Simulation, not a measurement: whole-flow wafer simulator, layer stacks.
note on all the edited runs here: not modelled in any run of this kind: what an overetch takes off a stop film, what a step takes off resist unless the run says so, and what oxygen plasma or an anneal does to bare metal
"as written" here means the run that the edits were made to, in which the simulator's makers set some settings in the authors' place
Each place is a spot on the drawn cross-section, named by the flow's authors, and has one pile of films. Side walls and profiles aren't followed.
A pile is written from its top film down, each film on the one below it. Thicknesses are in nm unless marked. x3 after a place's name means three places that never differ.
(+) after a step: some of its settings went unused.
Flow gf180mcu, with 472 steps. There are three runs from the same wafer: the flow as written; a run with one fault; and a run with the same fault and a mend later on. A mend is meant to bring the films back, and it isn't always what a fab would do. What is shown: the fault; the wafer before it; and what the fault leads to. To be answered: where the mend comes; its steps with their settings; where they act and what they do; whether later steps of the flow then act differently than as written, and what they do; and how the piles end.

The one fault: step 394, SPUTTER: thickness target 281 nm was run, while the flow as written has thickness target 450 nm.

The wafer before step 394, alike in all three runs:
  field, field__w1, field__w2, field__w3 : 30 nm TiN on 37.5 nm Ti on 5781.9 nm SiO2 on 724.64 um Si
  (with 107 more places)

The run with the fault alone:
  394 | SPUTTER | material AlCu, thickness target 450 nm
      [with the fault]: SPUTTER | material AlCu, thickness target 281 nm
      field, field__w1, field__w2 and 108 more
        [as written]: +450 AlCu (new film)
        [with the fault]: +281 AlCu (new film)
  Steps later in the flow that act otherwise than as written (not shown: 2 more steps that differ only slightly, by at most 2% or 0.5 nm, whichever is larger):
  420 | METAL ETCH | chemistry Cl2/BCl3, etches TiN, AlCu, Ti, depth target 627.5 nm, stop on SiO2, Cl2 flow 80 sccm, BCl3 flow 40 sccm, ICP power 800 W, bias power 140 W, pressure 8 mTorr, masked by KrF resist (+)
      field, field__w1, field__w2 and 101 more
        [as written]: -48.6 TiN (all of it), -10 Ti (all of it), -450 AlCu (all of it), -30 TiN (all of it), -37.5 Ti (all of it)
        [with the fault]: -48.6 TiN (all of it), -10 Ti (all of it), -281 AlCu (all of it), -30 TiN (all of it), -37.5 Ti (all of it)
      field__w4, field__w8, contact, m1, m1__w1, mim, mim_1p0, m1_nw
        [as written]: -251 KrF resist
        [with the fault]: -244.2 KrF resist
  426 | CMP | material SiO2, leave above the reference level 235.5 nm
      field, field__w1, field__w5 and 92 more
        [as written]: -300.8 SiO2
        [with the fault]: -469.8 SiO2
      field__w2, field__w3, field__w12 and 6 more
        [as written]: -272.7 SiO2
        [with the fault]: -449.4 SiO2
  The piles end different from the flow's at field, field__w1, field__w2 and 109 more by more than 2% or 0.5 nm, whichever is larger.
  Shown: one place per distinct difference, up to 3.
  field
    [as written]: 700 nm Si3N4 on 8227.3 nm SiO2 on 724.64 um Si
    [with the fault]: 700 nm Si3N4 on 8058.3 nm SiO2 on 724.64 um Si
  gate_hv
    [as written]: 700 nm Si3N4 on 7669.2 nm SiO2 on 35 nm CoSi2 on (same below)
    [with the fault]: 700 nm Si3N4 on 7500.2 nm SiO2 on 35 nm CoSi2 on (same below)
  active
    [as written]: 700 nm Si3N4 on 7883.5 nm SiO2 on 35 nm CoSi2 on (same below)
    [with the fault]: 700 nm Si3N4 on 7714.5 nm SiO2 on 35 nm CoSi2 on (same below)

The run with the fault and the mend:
  The mend stands after step 394.
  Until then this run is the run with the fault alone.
  394a | SPUTTER | material AlCu, thickness target 169 nm (the flow's step 394, run once more with other settings)
      field, field__w1, field__w2 and 108 more
        +169 AlCu
  Later steps of the flow that are run all act as written at every place that is followed.
  At every place that both follow, the piles at the end match the flow's.
